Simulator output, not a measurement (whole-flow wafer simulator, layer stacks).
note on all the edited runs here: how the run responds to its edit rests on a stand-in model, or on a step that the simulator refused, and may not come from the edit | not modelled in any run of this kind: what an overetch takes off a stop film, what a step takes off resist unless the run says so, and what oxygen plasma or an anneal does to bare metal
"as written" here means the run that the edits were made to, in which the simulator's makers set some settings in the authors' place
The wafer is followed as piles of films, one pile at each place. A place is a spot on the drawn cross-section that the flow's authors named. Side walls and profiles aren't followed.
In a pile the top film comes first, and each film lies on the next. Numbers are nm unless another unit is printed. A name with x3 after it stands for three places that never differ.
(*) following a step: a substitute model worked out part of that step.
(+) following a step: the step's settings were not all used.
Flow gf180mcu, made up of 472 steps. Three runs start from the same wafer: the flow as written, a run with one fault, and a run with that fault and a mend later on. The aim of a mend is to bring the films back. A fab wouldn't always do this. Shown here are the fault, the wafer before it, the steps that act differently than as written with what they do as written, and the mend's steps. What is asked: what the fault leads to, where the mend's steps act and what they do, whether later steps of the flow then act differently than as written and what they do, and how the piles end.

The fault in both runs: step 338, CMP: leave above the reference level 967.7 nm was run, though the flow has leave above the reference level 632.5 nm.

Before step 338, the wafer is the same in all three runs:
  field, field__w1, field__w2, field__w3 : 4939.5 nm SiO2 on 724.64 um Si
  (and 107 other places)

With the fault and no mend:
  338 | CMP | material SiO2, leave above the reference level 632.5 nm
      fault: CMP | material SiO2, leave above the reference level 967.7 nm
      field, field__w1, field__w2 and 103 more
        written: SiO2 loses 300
        fault: nothing
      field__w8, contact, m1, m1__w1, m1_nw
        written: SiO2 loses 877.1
        fault: SiO2 loses 541.9
  Later steps of the flow acting differently than as written (7 more steps, not shown, differ only slightly: by at most 2% or 0.5 nm, whichever is larger):
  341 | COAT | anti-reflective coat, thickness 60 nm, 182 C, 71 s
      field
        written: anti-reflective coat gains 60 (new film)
        fault: anti-reflective coat gains 74 (new film)
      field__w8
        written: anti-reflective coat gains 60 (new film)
        fault: anti-reflective coat gains 40 (new film)
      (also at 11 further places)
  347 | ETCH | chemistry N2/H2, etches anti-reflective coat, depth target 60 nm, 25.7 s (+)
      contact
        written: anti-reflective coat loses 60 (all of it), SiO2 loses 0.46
        fault: anti-reflective coat loses 40.9 (all of it), SiO2 loses 0.95
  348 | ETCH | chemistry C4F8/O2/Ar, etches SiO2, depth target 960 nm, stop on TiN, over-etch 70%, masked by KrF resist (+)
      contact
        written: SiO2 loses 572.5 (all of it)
        fault: SiO2 loses 907.2 (all of it)
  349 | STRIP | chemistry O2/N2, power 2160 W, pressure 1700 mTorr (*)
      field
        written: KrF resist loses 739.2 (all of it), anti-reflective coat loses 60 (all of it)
        fault: KrF resist loses 732.2 (all of it), anti-reflective coat loses 74 (all of it)
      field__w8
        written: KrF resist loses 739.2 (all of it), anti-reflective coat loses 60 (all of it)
        fault: KrF resist loses 735.9 (all of it), anti-reflective coat loses 40 (all of it)
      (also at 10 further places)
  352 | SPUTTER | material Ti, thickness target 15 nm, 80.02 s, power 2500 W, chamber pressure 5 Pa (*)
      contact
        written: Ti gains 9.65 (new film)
        fault: Ti gains 8.11 (new film)
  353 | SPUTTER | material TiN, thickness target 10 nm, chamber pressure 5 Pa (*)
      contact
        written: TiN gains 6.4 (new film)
        fault: TiN gains 5.38 (new film)
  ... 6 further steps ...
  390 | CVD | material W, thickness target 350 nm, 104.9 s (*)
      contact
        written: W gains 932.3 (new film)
        fault: W gains 966.4 (new film)
  By the end, the piles at field, field__w1, field__w2 and 109 more depart from the flow's by more than 2% or 0.5 nm, whichever is larger.
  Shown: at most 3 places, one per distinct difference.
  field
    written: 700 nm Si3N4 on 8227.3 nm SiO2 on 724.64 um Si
    fault: 700 nm Si3N4 on 8561.1 nm SiO2 on 724.64 um Si
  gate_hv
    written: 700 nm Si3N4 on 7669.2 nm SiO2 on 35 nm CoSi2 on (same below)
    fault: 700 nm Si3N4 on 8003 nm SiO2 on 35 nm CoSi2 on (same below)
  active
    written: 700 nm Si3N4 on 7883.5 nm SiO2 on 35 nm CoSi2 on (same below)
    fault: 700 nm Si3N4 on 8217.3 nm SiO2 on 35 nm CoSi2 on (same below)

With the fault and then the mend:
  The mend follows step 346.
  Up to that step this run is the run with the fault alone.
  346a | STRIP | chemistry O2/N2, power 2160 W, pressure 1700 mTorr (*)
      iso_ptap_pw, iso_ntap_nw, iso_nw_fld and 33 more
        KrF resist loses 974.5 (all of it), anti-reflective coat loses 60 (all of it)
      field_sub, field_sub__w1, field_sub__w2 and 15 more
        KrF resist loses 974.8 (all of it), anti-reflective coat loses 60.1 (all of it)
      field__w2, field__w3, field__w6 and 12 more
        KrF resist loses 974.9 (all of it), anti-reflective coat loses 60.1 (all of it)
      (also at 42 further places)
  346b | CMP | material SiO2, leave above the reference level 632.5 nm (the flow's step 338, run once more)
      field, field__w1, field__w2 and 103 more
        SiO2 loses 300
      field__w8, contact, m1, m1__w1, m1_nw
        SiO2 loses 335.2
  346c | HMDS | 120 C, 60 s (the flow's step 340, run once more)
      does not change any film at any place that is followed
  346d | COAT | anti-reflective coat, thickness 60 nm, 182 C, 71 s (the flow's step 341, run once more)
      field, field__w1, field__w2 and 108 more
        anti-reflective coat gains 60 (new film)
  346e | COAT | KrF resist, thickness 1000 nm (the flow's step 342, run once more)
      field, field__w1, field__w2 and 108 more
        KrF resist gains 1000 (new film)
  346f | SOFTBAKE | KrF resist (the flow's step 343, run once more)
      does not change any film at any place that is followed
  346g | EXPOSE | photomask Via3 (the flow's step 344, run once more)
      does not change any film at any place that is followed
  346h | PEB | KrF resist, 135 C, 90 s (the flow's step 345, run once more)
      field, field__w1, field__w2 and 108 more
        KrF resist loses 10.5
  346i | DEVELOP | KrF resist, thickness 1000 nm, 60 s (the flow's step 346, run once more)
      field, field__w1, field__w2 and 107 more
        KrF resist loses 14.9
      contact
        KrF resist loses 989.5 (all of it)
  None of the later steps of the flow acts differently than as written at any place that is followed.
  By the end, the piles equal the flow's at every place that both follow.
